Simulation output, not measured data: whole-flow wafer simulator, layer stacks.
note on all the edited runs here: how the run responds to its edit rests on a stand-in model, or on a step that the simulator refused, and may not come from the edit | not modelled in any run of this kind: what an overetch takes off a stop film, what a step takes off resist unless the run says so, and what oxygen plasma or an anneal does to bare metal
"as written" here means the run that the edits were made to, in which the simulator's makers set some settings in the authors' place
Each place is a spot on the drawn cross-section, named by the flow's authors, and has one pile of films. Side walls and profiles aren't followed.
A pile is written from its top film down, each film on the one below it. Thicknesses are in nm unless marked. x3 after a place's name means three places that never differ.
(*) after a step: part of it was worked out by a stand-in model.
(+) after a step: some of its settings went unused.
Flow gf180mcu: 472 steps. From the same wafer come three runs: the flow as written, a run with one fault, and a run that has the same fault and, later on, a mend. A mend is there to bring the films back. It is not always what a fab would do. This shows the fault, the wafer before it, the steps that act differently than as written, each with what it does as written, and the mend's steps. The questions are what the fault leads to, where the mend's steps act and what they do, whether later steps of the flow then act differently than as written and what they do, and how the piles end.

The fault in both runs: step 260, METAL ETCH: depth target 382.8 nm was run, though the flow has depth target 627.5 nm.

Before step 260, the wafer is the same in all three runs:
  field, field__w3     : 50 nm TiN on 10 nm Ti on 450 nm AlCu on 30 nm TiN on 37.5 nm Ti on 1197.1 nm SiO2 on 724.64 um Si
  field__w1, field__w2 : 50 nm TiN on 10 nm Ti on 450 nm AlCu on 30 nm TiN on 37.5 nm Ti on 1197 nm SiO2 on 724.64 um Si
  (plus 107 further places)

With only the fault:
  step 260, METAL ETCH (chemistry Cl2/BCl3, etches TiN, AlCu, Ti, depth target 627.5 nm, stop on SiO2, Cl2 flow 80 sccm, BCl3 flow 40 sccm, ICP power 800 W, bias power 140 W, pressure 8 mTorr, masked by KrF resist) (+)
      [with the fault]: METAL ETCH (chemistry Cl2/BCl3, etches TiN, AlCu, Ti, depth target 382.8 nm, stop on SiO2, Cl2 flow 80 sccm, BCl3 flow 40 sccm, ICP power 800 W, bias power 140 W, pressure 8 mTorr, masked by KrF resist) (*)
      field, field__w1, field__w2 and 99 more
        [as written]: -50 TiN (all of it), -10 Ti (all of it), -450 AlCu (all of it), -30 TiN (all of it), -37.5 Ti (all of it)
        [with the fault]: -50 TiN (all of it), -10 Ti (all of it), -322.8 AlCu
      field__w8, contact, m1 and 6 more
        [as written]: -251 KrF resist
        [with the fault]: -153.1 KrF resist
  Steps further on in the flow that do not act as written:
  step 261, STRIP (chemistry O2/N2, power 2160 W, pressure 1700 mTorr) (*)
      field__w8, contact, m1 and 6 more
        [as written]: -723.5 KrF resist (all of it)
        [with the fault]: -821.4 KrF resist (all of it)
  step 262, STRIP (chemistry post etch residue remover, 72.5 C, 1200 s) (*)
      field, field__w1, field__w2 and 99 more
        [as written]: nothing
        [with the fault]: -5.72 AlCu
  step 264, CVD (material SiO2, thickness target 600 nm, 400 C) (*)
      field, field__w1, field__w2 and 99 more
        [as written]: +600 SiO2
        [with the fault]: +600 SiO2 (new film)
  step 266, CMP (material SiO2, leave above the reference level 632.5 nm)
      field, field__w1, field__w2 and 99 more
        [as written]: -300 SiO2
        [with the fault]: -489 SiO2
  The piles end different from the flow's at field, field__w1, field__w2 and 100 more by more than 2% or 0.5 nm, whichever is larger.
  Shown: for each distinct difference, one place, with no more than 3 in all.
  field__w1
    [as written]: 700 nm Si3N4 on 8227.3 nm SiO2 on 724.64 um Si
    [with the fault]: 700 nm Si3N4 on 6841.3 nm SiO2 on 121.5 nm AlCu on 30 nm TiN on 37.5 nm Ti on 1197 nm SiO2 on 724.64 um Si
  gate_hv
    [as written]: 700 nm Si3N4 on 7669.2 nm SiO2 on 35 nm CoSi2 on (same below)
    [with the fault]: 700 nm Si3N4 on 6841.3 nm SiO2 on 121.5 nm AlCu on 30 nm TiN on 37.5 nm Ti on 638.9 nm SiO2 on 35 nm CoSi2 on (same below)
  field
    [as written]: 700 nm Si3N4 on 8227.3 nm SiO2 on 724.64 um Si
    [with the fault]: 700 nm Si3N4 on 6841.3 nm SiO2 on 121.5 nm AlCu on 30 nm TiN on 37.5 nm Ti on 1197.1 nm SiO2 on 724.64 um Si

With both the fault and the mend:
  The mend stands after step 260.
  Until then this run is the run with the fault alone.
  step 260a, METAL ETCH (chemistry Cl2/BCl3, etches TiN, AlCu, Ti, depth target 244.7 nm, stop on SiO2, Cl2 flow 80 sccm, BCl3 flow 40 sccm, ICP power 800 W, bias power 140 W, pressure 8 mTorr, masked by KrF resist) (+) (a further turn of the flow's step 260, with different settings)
      field, field__w1, field__w2 and 99 more
        -127.2 AlCu (all of it), -30 TiN (all of it), -37.5 Ti (all of it)
      field__w8, contact, m1 and 6 more
        -97.9 KrF resist
  None of the later steps of the flow acts differently than as written at any place that is followed.
  The piles end the same as the flow's at every place that both follow.
